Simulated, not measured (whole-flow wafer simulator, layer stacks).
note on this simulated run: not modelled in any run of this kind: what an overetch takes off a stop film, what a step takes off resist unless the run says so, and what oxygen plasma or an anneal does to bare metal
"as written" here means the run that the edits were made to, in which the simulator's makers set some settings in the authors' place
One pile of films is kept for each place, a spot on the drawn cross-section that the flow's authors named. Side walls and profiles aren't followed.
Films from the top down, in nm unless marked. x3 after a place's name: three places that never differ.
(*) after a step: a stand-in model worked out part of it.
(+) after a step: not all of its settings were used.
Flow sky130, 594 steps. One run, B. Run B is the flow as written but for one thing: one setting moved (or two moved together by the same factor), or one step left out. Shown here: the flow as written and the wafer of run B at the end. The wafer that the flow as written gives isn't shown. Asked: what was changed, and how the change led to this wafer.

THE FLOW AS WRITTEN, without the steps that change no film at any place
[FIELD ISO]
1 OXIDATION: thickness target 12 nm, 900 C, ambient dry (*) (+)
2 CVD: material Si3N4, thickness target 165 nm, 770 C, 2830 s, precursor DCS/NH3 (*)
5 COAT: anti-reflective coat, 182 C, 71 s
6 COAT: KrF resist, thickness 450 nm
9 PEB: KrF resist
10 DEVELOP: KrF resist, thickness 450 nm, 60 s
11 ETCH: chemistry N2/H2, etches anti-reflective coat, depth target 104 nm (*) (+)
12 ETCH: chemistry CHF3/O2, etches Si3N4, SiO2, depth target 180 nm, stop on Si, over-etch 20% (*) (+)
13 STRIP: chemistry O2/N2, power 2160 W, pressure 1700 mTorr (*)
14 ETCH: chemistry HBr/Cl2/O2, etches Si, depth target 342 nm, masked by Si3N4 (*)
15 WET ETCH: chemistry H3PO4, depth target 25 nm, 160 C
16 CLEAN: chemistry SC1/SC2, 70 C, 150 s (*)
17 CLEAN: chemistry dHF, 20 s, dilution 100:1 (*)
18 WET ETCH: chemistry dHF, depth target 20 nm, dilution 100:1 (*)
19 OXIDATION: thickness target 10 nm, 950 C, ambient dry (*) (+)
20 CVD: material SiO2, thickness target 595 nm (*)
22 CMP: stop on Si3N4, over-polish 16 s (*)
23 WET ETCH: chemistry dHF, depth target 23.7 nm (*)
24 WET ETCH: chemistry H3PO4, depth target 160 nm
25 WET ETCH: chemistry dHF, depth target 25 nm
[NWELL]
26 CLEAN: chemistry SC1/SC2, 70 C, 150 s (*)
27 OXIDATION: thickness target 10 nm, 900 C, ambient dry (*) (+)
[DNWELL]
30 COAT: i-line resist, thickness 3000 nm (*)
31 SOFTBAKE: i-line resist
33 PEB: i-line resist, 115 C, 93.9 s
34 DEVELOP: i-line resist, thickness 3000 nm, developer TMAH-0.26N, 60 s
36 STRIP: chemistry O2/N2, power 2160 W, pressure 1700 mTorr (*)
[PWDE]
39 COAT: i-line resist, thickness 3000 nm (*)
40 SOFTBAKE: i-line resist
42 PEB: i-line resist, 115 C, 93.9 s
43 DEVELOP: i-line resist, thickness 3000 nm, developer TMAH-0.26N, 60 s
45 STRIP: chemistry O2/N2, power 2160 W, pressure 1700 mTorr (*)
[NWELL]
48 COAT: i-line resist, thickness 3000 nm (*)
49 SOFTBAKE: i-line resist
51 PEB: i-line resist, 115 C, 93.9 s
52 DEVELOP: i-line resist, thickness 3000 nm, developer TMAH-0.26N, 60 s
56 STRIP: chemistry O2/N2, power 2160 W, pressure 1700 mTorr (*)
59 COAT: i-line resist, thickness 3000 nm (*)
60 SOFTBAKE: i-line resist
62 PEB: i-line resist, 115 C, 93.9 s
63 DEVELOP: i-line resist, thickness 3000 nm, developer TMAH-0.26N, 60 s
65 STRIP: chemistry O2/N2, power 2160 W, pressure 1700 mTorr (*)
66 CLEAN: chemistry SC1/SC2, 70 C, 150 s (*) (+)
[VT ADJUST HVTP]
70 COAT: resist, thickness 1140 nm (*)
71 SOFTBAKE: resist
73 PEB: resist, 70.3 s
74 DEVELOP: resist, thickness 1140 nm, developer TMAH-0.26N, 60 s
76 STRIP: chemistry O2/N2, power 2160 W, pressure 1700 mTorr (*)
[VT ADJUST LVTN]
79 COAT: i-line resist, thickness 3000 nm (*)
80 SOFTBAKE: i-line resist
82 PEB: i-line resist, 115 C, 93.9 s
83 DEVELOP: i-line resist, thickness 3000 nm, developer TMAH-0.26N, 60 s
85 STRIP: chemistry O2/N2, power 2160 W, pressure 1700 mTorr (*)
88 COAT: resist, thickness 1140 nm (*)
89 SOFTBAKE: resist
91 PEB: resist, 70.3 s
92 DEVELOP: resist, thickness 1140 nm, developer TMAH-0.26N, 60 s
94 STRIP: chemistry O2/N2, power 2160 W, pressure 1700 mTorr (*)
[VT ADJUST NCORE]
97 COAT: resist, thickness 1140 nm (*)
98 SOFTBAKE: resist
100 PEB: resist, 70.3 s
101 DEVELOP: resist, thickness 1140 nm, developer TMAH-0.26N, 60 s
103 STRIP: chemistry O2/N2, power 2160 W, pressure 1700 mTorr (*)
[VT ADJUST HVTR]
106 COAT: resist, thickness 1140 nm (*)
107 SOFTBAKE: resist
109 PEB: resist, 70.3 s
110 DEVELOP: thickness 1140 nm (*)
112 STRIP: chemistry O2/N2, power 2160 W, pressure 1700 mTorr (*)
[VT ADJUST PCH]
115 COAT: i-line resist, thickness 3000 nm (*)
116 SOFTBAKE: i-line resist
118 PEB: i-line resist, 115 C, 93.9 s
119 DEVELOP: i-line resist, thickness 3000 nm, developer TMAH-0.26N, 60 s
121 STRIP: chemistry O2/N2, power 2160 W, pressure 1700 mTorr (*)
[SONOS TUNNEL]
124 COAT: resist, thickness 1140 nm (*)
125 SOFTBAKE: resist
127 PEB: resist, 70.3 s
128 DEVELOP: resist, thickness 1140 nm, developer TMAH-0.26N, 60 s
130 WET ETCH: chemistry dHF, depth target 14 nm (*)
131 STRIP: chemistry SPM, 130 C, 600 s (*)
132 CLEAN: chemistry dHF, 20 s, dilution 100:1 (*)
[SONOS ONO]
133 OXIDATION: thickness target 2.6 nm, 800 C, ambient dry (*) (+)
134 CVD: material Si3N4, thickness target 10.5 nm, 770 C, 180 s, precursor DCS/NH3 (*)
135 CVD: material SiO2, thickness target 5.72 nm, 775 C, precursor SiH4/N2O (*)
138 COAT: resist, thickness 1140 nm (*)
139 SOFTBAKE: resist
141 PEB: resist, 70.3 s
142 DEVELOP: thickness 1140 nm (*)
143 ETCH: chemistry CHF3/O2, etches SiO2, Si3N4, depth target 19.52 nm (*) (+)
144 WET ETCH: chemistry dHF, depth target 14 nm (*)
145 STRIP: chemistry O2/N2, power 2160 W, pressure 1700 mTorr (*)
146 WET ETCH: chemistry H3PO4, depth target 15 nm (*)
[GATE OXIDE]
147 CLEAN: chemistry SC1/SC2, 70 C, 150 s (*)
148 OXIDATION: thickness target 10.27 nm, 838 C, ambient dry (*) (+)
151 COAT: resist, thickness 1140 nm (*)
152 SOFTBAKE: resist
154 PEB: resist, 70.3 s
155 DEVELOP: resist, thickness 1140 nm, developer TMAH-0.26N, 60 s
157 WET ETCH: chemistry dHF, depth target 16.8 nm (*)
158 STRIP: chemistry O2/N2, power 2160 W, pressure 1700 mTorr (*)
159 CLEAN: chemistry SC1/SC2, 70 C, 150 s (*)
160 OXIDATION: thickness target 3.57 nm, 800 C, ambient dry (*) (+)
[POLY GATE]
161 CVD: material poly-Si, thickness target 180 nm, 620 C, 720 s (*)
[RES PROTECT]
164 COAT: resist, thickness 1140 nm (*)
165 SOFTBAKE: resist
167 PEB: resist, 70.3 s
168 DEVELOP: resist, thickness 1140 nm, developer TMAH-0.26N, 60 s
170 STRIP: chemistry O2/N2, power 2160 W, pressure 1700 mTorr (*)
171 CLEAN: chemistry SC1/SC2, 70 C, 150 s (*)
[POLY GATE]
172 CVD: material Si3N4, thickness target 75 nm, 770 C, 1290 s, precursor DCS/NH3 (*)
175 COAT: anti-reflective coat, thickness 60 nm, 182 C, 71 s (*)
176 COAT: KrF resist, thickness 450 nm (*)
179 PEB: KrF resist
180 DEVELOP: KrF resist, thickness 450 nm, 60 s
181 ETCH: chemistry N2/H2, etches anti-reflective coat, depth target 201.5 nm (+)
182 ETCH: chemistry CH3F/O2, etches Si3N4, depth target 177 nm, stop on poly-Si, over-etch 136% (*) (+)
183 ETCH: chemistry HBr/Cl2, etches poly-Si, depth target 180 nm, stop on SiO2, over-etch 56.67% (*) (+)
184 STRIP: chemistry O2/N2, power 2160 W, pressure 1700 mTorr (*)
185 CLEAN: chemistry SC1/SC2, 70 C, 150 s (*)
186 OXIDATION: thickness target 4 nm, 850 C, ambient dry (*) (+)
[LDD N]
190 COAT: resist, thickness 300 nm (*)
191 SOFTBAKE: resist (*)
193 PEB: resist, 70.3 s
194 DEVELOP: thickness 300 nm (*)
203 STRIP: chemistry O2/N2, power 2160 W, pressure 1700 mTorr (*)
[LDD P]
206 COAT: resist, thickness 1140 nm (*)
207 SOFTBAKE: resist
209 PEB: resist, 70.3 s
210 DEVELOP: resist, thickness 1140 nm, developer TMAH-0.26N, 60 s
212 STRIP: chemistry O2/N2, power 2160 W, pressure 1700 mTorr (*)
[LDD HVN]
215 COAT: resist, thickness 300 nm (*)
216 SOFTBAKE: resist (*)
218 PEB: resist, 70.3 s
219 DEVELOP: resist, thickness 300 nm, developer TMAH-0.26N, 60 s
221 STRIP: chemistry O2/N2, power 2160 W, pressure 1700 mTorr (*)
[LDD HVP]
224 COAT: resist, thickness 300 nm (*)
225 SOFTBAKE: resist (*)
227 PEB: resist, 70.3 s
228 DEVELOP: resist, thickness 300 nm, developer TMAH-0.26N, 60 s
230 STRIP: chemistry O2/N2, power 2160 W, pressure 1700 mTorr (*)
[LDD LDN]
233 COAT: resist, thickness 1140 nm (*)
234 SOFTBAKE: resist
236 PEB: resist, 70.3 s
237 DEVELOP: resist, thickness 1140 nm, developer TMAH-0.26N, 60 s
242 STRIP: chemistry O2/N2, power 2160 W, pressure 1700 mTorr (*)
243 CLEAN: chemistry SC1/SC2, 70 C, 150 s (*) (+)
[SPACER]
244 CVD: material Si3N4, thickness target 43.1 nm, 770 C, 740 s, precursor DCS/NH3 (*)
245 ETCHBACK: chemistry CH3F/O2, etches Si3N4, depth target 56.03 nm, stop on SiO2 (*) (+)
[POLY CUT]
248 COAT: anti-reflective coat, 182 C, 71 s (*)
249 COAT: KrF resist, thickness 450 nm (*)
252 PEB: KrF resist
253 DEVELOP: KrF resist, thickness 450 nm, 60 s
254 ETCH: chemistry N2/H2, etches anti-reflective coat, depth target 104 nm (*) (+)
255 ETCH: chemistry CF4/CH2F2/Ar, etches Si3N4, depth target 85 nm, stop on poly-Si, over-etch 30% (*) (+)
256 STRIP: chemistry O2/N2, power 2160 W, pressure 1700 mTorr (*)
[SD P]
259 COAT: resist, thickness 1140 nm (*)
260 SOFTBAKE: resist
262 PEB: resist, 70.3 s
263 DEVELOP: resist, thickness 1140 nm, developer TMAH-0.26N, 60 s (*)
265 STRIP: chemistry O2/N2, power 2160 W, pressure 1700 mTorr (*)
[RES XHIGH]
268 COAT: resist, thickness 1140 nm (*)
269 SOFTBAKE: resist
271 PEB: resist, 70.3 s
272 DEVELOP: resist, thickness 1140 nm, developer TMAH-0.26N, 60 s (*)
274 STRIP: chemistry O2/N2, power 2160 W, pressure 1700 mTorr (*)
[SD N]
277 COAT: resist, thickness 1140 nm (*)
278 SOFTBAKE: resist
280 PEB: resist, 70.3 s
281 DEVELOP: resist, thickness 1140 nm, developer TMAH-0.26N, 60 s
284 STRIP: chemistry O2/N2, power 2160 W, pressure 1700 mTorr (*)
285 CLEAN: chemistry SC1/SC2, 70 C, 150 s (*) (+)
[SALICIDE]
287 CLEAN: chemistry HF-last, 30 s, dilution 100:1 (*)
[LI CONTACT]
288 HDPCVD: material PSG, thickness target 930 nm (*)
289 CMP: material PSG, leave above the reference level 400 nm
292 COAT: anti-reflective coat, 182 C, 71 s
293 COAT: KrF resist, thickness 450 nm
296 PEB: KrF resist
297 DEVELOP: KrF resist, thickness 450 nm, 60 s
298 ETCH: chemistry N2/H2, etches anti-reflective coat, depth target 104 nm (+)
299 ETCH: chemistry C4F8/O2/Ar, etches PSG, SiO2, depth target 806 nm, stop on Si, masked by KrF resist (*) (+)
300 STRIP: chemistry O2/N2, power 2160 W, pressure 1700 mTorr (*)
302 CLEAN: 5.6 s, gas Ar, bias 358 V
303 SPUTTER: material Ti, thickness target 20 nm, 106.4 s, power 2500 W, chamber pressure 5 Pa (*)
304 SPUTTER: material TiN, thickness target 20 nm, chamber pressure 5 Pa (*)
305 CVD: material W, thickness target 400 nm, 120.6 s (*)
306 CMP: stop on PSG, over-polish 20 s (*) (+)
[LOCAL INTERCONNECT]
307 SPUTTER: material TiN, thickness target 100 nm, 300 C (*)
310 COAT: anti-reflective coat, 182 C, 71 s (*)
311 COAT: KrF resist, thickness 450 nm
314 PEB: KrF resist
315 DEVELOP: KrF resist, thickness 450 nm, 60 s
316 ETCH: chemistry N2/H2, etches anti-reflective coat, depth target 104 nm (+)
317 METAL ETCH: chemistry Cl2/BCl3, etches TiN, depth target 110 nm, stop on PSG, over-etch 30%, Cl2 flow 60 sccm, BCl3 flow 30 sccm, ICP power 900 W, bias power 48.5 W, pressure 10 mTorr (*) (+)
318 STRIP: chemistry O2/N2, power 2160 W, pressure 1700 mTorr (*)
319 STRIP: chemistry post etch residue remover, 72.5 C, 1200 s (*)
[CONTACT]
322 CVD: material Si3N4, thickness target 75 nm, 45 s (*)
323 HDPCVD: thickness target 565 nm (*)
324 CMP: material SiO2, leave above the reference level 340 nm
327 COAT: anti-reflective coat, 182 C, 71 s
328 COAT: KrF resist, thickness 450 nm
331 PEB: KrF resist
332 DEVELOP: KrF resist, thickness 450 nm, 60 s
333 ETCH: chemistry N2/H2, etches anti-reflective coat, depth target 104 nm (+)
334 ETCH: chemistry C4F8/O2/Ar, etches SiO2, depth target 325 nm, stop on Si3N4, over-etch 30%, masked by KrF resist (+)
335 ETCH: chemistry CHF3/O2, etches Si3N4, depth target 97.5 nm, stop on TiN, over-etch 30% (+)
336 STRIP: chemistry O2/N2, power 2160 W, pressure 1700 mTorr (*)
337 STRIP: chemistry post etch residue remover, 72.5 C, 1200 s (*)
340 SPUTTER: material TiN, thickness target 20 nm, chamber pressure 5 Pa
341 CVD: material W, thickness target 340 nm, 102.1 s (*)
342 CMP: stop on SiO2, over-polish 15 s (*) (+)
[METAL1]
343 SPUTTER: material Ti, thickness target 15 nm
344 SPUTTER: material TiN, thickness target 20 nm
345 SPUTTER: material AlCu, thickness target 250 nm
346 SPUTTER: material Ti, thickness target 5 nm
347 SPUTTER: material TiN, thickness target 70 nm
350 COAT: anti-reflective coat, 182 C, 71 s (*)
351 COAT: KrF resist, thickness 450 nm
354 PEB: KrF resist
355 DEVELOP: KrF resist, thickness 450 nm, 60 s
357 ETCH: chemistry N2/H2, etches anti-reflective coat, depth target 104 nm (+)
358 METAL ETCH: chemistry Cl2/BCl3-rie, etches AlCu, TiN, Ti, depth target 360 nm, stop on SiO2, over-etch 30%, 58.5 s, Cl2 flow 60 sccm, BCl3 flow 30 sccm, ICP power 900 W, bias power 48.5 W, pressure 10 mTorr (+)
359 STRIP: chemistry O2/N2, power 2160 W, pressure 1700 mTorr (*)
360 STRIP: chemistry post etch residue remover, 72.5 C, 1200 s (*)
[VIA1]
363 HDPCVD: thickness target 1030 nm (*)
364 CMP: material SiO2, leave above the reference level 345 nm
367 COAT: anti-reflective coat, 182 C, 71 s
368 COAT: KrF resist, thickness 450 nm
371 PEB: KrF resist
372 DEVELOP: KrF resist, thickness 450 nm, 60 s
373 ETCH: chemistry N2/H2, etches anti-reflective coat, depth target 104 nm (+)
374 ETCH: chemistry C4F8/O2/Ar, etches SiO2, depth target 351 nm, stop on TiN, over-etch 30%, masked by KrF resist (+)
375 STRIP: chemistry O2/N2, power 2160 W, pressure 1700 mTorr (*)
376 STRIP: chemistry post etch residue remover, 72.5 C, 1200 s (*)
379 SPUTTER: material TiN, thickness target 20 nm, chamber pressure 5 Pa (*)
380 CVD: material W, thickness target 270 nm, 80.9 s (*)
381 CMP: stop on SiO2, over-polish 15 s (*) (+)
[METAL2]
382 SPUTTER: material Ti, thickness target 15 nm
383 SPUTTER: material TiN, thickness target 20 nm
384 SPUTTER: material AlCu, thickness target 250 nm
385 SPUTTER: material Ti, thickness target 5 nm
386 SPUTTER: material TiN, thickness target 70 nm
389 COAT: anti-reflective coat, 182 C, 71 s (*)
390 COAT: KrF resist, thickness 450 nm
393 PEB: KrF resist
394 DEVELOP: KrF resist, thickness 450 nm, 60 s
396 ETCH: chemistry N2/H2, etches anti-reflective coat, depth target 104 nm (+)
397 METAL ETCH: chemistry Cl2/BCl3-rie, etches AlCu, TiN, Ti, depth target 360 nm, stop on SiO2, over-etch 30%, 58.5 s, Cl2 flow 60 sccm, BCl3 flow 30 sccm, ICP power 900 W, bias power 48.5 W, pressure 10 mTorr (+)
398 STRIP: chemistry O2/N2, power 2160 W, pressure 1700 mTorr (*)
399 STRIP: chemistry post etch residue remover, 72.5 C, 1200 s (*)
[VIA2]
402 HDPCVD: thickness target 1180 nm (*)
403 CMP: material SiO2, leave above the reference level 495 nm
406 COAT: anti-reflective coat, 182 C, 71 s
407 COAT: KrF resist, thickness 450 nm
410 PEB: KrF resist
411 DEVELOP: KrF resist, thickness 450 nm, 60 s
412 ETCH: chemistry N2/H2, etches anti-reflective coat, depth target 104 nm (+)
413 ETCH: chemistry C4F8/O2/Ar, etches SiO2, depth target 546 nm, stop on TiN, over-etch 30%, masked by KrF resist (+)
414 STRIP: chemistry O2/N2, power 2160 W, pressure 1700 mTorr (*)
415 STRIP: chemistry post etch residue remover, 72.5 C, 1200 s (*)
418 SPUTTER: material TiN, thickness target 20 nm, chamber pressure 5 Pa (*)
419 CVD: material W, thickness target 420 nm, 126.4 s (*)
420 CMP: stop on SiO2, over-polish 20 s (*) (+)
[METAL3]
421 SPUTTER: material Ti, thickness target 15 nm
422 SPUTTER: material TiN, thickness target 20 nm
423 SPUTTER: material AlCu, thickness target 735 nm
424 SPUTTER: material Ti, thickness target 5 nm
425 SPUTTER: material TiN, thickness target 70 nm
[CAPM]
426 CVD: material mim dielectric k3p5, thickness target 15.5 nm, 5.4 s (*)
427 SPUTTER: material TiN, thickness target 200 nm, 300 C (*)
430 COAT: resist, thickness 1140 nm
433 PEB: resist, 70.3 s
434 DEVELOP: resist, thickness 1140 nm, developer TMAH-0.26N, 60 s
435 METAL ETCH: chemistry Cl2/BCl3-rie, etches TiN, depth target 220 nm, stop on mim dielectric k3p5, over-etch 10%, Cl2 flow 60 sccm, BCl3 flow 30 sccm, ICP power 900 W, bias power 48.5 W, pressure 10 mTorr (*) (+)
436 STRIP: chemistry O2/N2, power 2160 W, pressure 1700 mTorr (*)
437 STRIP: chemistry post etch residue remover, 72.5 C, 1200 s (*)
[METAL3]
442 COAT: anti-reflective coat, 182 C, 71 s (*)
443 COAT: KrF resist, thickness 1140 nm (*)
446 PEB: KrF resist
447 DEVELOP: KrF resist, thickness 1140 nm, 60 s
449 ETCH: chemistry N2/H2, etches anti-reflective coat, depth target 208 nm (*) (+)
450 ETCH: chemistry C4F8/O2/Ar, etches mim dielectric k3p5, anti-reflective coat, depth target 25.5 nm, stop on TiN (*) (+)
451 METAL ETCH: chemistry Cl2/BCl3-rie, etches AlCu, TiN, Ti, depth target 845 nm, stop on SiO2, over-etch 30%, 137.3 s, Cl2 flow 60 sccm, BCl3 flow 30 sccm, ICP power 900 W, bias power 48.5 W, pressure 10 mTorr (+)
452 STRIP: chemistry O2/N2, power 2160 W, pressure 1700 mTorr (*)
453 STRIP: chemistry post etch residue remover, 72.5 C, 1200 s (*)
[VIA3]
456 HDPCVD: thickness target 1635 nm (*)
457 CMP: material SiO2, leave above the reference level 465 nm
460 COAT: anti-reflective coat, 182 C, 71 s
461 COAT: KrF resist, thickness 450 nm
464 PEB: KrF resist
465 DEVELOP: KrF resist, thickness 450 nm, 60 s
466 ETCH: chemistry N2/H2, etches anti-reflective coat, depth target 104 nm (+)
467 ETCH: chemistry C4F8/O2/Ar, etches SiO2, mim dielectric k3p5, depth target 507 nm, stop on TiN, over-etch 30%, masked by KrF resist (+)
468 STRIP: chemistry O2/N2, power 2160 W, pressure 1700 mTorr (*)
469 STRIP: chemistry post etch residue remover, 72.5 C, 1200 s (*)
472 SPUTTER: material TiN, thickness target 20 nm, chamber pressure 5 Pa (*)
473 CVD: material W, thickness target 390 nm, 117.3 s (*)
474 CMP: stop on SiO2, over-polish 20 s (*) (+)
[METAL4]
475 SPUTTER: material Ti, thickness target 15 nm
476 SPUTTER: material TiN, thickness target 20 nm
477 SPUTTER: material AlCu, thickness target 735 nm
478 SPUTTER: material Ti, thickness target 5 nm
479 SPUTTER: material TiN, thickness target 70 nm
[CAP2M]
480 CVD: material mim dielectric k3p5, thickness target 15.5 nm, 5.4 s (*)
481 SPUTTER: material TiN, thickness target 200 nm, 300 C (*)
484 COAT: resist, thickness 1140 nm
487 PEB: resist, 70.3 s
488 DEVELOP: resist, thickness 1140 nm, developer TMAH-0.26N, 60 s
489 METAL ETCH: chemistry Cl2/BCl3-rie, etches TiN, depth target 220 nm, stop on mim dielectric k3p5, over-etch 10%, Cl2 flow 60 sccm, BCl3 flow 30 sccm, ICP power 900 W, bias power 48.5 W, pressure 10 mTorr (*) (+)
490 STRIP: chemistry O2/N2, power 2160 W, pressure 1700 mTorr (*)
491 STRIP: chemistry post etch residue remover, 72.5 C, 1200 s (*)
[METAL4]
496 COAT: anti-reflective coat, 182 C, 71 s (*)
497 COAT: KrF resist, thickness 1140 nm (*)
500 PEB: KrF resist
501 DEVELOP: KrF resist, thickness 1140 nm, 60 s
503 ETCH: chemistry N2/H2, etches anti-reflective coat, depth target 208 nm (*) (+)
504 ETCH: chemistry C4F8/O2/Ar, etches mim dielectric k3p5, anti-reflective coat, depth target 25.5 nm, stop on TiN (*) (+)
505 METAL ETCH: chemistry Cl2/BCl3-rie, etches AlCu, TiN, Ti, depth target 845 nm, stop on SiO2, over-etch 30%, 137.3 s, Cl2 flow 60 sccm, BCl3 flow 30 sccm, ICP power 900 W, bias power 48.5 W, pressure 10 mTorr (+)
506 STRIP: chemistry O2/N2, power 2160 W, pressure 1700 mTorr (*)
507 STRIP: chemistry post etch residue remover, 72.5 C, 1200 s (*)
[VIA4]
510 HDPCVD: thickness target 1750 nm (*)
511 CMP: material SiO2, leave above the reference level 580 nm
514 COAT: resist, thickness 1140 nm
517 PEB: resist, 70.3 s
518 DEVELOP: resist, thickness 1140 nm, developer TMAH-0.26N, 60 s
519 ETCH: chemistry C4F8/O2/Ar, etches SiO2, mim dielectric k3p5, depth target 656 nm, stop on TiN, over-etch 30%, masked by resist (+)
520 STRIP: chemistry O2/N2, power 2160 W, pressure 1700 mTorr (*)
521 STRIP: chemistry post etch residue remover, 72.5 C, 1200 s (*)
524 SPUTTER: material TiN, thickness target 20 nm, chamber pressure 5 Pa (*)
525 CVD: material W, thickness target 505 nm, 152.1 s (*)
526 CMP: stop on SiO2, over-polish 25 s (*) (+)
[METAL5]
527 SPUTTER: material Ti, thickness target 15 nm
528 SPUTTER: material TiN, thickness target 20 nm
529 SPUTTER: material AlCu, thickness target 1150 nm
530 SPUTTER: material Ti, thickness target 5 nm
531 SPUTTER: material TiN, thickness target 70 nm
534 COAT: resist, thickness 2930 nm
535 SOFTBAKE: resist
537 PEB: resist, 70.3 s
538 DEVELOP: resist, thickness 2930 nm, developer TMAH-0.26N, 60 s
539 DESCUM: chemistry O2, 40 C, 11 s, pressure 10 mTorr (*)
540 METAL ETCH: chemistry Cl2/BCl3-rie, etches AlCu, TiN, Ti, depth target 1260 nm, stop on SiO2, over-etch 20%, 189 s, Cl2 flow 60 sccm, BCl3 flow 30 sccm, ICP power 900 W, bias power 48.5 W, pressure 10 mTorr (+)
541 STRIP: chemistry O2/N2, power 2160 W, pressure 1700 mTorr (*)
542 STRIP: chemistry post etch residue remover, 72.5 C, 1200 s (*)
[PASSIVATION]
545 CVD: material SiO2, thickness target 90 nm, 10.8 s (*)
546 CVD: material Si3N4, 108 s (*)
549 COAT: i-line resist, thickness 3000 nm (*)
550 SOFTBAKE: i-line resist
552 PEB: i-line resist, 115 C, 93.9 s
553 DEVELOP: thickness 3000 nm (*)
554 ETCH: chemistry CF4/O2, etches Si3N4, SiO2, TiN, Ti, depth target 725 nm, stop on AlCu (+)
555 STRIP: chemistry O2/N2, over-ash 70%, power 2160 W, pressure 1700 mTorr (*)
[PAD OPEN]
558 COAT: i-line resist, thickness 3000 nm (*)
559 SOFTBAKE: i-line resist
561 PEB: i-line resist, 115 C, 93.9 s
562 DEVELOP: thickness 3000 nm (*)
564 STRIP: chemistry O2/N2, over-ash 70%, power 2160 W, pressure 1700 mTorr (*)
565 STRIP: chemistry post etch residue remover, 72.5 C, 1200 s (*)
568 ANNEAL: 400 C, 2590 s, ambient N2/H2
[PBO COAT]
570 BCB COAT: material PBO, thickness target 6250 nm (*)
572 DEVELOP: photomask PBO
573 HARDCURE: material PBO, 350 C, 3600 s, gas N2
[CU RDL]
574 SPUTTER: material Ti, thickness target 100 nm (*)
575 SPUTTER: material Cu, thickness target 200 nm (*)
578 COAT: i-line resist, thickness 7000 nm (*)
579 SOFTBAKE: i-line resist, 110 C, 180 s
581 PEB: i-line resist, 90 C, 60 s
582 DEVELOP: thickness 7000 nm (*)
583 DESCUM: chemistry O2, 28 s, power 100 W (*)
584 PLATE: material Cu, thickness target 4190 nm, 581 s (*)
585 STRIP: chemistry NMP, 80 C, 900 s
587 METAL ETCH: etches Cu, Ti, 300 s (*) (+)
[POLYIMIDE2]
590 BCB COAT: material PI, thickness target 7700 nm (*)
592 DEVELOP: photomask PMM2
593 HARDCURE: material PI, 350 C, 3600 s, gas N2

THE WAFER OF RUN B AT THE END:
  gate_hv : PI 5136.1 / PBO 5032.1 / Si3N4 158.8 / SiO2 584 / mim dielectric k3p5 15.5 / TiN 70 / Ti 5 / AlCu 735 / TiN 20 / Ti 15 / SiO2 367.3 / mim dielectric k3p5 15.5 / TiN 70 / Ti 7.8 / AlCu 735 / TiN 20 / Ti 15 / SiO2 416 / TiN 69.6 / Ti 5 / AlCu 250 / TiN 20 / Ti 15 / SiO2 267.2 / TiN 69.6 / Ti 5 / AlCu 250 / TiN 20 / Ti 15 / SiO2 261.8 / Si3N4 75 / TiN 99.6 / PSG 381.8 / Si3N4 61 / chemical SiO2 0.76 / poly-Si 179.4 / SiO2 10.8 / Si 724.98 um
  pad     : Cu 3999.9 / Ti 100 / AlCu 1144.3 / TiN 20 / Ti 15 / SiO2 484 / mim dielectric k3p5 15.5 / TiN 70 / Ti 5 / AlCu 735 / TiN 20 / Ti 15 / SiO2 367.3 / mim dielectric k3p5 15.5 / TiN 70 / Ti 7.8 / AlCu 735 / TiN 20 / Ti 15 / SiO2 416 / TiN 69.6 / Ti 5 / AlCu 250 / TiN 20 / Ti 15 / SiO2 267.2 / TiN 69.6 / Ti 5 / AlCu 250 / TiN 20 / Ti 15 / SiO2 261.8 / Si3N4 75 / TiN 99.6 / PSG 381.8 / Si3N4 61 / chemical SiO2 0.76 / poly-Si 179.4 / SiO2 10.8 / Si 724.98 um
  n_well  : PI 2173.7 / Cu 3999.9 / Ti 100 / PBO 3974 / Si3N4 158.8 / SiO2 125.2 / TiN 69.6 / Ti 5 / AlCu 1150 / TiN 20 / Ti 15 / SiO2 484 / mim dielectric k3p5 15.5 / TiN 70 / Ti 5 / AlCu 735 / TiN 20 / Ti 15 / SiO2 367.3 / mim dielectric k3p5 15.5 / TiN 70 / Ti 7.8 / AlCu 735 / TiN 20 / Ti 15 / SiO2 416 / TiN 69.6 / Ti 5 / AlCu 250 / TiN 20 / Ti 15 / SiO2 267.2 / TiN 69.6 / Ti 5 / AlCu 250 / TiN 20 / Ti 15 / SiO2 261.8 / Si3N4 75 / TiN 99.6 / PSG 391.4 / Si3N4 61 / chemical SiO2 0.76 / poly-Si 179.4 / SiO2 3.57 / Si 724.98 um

The cause: step 424, SPUTTER: thickness target 7.8 nm was run, where the flow has thickness target 5 nm.
It can be read off the wafer: gate_hv has Ti 7.8, and step 424 as written asks for 5 nm.

How the change led to this, step by step:
  424 SPUTTER: material Ti, thickness target 5 nm
      field, active, n_well and 188 more: Ti +7.8 (new film) (as written it would be: Ti +5 (new film))
  451 METAL ETCH: chemistry Cl2/BCl3-rie, etches AlCu, TiN, Ti, depth target 845 nm, stop on SiO2, over-etch 30%, 137.3 s, Cl2 flow 60 sccm, BCl3 flow 30 sccm, ICP power 900 W, bias power 48.5 W, pressure 10 mTorr (+)
      field, gate, spacer and 68 more: TiN -70 (all of it), Ti -7.8 (all of it), AlCu -735 (all of it), TiN -20 (all of it), Ti -15 (all of it), SiO2 -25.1 (as written it would be: TiN -70 (all of it), Ti -5 (all of it), AlCu -735 (all of it), TiN -20 (all of it), Ti -15 (all of it), SiO2 -25.4)
      active, vpp_ln, vpp_iso2 and 11 more: TiN -70 (all of it), Ti -7.8 (all of it), AlCu -735 (all of it), TiN -20 (all of it), Ti -15 (all of it), SiO2 -25.1 (as written it would be: TiN -70 (all of it), Ti -5 (all of it), AlCu -735 (all of it), TiN -20 (all of it), Ti -15 (all of it), SiO2 -25.3)
